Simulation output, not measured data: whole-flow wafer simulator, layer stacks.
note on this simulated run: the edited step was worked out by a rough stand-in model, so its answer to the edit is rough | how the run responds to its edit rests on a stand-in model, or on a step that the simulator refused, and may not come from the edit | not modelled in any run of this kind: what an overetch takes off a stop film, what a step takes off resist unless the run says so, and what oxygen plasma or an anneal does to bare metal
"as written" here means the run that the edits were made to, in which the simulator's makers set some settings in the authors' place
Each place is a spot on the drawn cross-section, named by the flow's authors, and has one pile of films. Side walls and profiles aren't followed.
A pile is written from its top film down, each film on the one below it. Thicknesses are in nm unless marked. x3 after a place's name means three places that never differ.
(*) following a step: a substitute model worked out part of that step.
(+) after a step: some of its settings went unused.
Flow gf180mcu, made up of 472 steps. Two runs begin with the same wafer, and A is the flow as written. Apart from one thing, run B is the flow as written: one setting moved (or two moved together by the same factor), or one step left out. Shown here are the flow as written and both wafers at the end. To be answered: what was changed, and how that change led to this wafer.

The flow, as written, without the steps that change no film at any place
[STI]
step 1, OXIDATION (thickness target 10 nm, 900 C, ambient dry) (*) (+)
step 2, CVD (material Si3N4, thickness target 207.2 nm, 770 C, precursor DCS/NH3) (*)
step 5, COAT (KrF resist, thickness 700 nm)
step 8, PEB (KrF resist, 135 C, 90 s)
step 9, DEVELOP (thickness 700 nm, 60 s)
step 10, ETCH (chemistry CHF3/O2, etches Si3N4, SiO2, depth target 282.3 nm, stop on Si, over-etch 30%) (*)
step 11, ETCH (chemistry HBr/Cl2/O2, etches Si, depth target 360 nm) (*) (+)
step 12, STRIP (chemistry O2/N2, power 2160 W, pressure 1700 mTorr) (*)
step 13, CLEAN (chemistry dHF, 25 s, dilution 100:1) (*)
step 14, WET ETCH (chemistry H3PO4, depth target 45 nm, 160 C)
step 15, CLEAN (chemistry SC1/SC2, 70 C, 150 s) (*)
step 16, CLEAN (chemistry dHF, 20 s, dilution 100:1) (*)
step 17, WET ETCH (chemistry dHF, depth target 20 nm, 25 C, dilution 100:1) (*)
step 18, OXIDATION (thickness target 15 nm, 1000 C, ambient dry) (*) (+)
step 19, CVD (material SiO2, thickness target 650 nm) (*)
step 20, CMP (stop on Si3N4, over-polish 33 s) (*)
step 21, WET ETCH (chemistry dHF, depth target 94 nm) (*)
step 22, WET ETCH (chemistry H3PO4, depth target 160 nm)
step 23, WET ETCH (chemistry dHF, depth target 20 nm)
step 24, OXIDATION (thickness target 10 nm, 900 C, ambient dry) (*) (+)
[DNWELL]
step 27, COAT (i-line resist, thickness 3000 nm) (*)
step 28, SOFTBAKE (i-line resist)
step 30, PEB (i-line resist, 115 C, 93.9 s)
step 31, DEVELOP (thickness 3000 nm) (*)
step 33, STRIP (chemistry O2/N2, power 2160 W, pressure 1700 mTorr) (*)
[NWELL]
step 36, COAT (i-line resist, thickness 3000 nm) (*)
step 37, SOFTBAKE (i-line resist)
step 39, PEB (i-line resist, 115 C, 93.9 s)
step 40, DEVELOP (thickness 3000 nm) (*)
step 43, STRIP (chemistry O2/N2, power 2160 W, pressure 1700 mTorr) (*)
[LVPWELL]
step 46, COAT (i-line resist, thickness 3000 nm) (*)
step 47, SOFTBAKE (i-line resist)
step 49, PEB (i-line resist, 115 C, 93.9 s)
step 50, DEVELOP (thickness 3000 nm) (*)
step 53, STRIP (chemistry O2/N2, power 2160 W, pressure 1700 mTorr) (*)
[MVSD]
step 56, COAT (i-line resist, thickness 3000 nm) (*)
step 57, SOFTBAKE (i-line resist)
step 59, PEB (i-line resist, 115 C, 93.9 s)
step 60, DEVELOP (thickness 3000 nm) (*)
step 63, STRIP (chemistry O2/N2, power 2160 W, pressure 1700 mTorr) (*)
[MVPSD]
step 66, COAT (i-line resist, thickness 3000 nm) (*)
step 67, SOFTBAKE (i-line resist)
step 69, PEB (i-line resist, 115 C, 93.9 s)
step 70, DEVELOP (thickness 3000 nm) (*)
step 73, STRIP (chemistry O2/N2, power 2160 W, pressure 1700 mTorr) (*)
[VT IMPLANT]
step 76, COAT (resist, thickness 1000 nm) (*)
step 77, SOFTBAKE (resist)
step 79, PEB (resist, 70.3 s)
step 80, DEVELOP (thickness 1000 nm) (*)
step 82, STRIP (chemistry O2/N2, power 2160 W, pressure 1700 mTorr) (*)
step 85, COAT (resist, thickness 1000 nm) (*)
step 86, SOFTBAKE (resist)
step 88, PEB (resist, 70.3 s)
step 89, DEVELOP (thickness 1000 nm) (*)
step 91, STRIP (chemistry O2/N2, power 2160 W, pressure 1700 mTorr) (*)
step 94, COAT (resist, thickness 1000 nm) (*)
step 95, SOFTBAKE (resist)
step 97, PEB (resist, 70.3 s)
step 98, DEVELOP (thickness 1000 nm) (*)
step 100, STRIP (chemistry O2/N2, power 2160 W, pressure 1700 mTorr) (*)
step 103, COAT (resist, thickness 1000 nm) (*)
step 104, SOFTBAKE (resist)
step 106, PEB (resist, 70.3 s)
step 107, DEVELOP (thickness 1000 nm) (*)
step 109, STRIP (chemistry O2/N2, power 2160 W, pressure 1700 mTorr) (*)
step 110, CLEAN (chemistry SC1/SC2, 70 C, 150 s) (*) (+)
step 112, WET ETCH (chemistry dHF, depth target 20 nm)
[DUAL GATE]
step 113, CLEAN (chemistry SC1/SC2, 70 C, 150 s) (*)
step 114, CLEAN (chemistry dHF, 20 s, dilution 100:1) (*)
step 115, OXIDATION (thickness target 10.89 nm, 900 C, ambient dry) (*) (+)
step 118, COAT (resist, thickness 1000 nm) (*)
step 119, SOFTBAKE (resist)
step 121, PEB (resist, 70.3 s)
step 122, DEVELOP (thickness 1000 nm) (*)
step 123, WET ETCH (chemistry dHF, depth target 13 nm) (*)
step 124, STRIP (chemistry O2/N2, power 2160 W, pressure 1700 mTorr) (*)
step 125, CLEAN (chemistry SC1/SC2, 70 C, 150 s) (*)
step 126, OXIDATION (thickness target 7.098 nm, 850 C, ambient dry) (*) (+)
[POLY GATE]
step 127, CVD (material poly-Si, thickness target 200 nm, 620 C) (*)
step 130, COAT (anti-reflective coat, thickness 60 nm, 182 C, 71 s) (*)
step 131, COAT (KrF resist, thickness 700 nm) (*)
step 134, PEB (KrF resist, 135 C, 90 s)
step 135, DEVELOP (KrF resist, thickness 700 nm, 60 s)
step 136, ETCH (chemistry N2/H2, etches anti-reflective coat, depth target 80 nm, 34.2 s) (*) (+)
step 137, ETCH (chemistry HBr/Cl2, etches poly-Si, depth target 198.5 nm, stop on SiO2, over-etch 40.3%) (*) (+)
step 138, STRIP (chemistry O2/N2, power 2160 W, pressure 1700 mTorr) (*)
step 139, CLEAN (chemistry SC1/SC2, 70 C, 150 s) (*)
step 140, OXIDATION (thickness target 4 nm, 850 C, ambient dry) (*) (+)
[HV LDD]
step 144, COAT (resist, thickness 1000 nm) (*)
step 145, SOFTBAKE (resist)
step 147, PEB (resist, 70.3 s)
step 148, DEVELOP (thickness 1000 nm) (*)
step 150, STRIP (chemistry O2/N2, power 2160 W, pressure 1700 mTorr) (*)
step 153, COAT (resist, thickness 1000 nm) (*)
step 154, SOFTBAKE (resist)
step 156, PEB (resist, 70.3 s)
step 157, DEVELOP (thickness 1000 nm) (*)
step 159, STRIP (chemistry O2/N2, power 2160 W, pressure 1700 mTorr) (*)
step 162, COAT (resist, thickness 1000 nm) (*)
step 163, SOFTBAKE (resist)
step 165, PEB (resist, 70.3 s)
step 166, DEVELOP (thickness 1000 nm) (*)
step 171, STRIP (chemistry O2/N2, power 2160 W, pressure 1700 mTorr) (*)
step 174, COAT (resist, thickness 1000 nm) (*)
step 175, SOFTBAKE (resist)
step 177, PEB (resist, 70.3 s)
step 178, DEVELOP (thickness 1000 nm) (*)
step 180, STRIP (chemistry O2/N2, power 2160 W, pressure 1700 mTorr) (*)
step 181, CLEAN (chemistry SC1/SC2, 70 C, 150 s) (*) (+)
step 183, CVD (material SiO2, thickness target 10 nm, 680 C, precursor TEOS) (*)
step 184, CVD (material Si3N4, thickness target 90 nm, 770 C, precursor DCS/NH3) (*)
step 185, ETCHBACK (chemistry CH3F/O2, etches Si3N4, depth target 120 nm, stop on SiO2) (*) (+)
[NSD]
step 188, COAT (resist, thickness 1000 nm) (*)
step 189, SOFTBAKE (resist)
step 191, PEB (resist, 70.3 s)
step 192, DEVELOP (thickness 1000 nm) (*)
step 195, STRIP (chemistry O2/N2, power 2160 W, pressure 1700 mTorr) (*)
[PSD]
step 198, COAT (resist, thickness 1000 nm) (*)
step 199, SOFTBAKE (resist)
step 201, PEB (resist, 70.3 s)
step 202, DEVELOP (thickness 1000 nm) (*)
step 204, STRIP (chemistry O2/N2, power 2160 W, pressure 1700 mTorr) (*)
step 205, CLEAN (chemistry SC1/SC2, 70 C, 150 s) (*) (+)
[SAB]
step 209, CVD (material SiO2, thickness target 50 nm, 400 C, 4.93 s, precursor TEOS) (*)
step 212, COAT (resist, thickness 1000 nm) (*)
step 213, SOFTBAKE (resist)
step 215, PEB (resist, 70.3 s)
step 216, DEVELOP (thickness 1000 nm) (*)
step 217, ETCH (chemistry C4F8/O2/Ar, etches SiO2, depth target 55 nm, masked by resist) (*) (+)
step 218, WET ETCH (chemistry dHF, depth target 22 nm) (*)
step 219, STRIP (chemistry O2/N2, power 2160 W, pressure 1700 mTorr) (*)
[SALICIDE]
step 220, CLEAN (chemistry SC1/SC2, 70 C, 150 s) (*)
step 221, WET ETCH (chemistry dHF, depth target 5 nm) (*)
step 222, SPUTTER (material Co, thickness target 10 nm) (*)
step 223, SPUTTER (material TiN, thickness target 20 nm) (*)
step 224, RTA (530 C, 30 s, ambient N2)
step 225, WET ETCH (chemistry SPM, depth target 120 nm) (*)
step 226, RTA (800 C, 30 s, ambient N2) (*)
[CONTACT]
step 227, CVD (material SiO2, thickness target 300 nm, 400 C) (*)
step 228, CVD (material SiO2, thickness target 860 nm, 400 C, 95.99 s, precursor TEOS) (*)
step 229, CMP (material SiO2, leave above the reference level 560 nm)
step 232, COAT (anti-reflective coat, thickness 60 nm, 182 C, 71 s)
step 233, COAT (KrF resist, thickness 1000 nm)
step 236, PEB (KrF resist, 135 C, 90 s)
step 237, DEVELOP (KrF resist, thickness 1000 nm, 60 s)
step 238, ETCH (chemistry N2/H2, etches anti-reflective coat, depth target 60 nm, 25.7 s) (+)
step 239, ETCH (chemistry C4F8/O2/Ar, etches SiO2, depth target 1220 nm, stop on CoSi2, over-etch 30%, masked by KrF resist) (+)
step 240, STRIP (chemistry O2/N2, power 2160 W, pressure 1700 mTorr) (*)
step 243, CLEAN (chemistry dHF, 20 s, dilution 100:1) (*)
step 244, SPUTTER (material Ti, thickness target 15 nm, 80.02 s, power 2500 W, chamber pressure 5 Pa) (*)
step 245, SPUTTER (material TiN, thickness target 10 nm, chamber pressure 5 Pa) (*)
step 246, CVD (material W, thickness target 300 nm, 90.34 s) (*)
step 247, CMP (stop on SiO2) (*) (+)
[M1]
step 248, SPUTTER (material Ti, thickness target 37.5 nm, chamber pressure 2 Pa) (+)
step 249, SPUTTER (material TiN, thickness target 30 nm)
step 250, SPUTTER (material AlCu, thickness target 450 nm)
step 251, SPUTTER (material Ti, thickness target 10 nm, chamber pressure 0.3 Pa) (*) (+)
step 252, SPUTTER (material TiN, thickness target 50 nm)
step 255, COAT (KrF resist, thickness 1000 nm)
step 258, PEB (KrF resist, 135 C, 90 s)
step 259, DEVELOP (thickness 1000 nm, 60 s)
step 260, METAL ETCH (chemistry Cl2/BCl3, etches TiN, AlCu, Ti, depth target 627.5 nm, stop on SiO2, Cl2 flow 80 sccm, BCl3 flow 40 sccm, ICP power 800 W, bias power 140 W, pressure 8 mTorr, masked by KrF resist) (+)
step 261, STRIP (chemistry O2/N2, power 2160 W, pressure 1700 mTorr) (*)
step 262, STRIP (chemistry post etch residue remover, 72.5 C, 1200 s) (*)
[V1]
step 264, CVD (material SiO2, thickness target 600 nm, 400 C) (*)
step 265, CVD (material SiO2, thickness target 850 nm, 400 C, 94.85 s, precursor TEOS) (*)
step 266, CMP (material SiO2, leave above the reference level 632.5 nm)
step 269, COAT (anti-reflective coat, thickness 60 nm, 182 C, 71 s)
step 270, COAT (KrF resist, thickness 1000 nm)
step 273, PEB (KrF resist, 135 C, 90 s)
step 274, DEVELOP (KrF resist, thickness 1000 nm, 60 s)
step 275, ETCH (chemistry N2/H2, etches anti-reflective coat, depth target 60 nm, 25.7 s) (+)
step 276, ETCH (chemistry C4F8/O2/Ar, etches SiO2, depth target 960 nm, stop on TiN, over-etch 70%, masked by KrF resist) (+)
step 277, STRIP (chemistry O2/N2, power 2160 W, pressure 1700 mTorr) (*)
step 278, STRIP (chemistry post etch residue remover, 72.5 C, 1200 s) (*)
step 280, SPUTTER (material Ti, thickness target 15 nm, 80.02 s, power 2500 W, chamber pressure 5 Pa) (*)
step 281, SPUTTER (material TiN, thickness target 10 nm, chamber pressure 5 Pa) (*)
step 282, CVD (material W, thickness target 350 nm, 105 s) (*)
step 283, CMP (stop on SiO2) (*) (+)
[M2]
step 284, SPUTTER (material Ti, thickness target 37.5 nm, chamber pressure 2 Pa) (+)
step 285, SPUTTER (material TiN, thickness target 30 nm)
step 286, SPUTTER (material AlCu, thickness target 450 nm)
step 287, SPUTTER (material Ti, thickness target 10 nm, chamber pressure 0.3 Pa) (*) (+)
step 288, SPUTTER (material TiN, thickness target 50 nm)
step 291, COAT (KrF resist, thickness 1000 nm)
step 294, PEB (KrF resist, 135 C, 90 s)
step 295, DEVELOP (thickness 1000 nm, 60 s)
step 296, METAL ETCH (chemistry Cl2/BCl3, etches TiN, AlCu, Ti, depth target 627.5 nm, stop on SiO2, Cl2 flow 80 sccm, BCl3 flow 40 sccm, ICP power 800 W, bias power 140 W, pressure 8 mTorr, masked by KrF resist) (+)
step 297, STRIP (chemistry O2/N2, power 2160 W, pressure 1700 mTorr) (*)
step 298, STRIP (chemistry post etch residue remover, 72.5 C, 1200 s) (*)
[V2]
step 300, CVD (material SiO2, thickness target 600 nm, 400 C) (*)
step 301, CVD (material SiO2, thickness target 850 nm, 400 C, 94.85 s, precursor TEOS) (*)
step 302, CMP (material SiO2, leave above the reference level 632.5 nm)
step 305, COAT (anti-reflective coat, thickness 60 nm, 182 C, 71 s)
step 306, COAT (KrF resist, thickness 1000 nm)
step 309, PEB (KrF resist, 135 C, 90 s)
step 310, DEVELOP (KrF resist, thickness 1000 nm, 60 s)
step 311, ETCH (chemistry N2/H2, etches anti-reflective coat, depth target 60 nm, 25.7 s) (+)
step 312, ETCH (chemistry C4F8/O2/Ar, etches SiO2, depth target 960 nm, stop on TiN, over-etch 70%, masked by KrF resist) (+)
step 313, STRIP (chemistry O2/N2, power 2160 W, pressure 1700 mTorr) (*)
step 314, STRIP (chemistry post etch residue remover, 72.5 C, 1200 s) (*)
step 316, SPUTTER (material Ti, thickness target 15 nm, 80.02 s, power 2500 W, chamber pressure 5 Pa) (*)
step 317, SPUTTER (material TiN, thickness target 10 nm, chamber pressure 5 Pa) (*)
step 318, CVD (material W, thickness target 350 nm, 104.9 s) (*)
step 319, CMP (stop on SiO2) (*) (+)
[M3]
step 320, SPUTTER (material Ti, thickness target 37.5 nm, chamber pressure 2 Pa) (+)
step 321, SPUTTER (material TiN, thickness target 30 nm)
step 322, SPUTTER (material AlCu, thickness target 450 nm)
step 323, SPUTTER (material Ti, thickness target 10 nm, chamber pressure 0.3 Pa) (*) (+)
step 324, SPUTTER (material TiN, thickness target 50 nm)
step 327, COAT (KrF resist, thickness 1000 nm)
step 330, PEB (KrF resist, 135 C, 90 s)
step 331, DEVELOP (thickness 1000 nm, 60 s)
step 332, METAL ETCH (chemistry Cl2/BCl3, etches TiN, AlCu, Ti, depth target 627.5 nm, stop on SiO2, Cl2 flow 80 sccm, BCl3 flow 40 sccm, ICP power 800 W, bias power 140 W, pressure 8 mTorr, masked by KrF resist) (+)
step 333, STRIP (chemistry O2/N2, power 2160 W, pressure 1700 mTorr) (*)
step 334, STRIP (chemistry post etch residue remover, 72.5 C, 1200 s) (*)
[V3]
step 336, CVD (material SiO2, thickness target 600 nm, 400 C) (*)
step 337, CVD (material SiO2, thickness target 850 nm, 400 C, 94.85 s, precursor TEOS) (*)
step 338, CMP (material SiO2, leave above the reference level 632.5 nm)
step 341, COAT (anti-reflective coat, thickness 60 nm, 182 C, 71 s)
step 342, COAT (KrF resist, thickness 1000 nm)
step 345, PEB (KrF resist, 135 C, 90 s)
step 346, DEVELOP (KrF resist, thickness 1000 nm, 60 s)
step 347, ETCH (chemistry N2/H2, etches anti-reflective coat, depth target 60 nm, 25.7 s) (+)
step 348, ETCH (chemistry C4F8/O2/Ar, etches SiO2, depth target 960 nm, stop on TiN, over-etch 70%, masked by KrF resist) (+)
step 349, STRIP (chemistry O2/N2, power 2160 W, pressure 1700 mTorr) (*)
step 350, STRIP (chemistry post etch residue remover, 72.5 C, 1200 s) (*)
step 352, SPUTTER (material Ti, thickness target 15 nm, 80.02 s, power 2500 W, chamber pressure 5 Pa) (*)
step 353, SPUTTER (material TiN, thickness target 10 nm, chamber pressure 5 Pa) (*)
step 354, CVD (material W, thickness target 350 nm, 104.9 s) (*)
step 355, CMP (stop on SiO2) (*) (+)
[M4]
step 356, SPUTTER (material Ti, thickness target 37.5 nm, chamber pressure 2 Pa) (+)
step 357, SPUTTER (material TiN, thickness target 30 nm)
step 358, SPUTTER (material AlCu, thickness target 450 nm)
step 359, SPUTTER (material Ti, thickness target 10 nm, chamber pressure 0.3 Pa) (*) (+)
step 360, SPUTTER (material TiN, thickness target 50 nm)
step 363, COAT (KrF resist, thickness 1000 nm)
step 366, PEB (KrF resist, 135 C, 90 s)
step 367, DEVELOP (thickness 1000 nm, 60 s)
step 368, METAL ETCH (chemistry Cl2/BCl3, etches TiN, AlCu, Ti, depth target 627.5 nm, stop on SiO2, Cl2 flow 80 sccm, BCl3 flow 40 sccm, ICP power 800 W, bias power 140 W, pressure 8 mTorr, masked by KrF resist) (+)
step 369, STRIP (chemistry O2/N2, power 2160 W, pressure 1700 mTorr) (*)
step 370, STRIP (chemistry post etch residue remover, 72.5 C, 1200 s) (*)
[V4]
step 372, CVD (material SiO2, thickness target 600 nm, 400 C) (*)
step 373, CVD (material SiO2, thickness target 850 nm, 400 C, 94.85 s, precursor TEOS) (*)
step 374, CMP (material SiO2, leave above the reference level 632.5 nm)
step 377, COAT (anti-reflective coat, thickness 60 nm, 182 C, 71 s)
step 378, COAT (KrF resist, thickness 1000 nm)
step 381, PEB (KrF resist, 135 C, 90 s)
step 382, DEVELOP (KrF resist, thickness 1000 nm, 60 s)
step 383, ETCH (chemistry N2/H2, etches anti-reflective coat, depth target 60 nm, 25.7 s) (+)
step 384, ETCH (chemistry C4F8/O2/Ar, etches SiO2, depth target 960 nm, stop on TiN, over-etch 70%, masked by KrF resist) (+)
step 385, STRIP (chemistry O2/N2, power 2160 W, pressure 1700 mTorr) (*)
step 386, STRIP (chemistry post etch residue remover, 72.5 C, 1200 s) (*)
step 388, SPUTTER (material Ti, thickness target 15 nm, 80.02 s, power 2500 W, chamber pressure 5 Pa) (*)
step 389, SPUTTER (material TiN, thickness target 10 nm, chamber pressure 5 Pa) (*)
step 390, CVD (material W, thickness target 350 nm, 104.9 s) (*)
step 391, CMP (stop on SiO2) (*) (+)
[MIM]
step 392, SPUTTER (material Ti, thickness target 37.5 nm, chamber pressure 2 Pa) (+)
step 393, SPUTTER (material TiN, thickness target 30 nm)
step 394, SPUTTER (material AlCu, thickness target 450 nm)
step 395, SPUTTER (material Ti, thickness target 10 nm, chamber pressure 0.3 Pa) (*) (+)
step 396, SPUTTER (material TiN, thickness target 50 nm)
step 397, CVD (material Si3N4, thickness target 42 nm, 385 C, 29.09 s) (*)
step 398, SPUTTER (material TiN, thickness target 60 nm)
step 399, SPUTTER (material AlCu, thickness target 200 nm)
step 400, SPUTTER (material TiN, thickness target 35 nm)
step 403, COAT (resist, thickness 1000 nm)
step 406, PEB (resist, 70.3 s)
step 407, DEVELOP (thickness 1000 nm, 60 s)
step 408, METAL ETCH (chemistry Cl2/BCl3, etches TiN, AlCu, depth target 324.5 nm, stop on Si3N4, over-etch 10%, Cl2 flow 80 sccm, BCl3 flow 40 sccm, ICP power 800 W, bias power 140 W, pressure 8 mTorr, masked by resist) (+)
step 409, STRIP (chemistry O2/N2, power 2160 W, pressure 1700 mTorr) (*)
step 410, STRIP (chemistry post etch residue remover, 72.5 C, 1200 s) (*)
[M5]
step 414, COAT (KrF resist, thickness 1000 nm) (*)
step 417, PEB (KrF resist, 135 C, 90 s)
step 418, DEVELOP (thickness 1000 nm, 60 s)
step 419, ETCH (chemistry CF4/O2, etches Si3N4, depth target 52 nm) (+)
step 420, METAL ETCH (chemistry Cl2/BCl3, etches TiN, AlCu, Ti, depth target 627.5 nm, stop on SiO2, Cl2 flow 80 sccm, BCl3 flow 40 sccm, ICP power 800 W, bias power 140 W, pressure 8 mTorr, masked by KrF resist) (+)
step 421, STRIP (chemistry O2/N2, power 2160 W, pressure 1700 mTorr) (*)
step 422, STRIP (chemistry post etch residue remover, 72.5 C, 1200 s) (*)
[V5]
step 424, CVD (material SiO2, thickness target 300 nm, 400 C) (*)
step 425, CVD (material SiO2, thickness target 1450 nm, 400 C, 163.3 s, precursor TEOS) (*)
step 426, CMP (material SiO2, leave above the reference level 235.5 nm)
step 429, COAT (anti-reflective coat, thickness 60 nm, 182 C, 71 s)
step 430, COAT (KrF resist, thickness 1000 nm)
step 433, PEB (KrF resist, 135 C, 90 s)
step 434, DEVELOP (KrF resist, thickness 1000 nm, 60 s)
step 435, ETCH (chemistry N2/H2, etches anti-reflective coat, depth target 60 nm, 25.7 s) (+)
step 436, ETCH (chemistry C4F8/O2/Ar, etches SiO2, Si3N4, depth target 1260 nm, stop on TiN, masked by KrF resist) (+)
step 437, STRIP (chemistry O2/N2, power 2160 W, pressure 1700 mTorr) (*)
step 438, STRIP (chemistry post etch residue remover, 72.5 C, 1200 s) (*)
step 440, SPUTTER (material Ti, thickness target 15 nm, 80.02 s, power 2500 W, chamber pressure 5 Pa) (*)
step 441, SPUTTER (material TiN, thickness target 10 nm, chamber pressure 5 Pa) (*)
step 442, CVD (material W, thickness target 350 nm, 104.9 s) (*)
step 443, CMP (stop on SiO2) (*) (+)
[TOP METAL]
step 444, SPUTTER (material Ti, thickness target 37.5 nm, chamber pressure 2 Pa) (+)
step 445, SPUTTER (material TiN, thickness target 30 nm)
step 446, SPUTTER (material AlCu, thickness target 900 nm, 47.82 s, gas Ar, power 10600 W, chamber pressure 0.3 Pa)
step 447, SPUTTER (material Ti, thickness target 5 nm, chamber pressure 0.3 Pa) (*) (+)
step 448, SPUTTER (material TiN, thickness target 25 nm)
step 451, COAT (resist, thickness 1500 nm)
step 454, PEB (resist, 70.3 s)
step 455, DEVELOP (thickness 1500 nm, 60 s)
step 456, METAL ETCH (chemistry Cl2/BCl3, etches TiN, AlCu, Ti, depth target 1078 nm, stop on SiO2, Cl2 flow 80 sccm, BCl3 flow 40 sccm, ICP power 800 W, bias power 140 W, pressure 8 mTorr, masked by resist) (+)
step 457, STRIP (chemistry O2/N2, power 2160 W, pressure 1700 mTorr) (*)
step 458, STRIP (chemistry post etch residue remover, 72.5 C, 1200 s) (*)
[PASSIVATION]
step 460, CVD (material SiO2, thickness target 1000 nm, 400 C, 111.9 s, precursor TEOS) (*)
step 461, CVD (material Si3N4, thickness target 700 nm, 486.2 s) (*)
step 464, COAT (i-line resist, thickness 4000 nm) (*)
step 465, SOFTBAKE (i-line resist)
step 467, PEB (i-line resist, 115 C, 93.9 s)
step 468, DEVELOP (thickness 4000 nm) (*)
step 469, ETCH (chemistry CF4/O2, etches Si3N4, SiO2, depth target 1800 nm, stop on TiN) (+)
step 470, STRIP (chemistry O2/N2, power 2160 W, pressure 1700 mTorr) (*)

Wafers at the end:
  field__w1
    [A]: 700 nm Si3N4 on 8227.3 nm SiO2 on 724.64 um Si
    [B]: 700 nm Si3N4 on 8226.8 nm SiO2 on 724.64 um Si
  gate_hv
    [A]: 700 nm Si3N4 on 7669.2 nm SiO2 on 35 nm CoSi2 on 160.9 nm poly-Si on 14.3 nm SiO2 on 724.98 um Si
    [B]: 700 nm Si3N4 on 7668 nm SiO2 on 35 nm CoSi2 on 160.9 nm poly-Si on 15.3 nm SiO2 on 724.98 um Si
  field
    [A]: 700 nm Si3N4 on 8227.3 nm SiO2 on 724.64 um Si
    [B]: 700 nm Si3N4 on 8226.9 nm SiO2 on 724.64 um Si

What caused this: step 126, OXIDATION: thickness target 8.34 nm was run, though the flow has thickness target 7.098 nm.

Step by step, how the change led to this:
  step 126, OXIDATION (thickness target 7.098 nm, 850 C, ambient dry) (*) (+)
      gate_hv, active_hv, active_nat and 25 more: A SiO2 gains 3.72, Si loses 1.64 | B SiO2 gains 4.78, Si loses 2.1
      active, n_well, p_well and 12 more: A SiO2 gains 7.1 (new film), chemical SiO2 loses 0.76 (all of it), Si loses 2.79 | B SiO2 gains 8.34 (new film), chemical SiO2 loses 0.76 (all of it), Si loses 3.34
  step 189, SOFTBAKE (resist)
      nw_enc_fld_lv__w3: A resist gains 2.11 | B resist loses 1.58
  step 199, SOFTBAKE (resist)
      nw_enc_fld_lv__w3: A resist gains 2.11 | B resist loses 1.58
  step 218, WET ETCH (chemistry dHF, depth target 22 nm) (*)
      active, p_well, sd_n, iso_ptap_pw, iso_ntap_nw, iso_ptap_sub, vpnp_e: A SiO2 loses 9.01 (all of it) | B SiO2 loses 10.2 (all of it)
      ldn_tap, ldn_src, ldn_drn, ldp_tap, ldp_src, ldp_drn, ldp_gr: A SiO2 loses 16 (all of it) | B SiO2 loses 17 (all of it)
      (and at 9 other places as well)
